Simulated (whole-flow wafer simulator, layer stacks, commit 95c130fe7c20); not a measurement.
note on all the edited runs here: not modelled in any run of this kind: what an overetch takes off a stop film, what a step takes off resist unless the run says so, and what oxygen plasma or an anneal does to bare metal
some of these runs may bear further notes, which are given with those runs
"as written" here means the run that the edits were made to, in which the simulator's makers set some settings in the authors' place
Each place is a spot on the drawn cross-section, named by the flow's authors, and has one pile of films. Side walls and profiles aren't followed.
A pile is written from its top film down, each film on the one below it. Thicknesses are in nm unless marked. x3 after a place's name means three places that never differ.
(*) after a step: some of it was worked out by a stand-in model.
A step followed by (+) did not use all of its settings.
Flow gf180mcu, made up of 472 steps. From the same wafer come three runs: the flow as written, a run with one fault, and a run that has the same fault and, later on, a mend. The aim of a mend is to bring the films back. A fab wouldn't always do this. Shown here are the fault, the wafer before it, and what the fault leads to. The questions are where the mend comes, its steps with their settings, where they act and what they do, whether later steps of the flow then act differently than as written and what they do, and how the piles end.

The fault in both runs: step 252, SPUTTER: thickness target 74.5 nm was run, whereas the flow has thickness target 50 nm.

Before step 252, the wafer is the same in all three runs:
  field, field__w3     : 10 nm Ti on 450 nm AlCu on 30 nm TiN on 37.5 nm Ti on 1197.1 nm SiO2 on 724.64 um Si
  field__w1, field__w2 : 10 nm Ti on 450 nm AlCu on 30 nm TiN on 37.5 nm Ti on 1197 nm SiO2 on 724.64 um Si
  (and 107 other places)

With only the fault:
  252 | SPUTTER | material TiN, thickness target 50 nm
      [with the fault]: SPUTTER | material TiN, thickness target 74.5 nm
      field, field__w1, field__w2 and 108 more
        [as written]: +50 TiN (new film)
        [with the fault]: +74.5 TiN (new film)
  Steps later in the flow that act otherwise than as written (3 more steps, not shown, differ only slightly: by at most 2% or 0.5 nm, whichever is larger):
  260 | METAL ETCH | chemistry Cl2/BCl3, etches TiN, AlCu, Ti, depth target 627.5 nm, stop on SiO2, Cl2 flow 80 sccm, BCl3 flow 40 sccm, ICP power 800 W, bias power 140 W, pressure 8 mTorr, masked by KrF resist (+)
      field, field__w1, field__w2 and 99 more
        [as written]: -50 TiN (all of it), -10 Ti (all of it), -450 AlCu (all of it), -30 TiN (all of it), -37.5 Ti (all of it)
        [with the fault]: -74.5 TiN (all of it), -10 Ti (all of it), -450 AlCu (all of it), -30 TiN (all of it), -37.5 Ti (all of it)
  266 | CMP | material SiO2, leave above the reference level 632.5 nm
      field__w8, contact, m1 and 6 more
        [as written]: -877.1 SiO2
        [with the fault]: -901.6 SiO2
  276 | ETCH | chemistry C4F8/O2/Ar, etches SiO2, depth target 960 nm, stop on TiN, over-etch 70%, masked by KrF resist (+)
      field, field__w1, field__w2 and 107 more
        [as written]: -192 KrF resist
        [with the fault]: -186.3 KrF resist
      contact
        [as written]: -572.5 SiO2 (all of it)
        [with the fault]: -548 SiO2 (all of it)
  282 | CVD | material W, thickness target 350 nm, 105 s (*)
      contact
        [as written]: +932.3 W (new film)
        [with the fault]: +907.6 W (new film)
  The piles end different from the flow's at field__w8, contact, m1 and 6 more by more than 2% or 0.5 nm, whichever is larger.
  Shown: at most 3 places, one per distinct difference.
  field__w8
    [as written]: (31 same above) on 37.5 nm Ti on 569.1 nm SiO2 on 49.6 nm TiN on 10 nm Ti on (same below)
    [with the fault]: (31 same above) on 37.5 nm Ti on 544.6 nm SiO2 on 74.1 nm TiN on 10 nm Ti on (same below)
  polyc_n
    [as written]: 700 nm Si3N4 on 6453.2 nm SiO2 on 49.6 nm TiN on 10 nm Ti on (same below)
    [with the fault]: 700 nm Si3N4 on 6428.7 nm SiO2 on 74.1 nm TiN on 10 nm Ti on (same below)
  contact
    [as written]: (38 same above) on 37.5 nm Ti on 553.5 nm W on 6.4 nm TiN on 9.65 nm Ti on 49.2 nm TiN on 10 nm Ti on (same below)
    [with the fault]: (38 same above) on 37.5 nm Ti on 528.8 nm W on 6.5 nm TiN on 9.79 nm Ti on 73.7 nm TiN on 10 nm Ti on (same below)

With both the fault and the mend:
  The mend follows step 252.
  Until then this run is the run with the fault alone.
  252a | METAL ETCH | chemistry Cl2/BCl3, etches TiN, AlCu, Ti, depth target 24.5 nm, Cl2 flow 80 sccm, BCl3 flow 40 sccm, ICP power 800 W, bias power 140 W, pressure 8 mTorr
      field, field__w1, field__w2 and 108 more
        -24.5 TiN
  None of the later steps of the flow acts differently than as written at any place that is followed.
  By the end, the piles equal the flow's at every place that both follow.
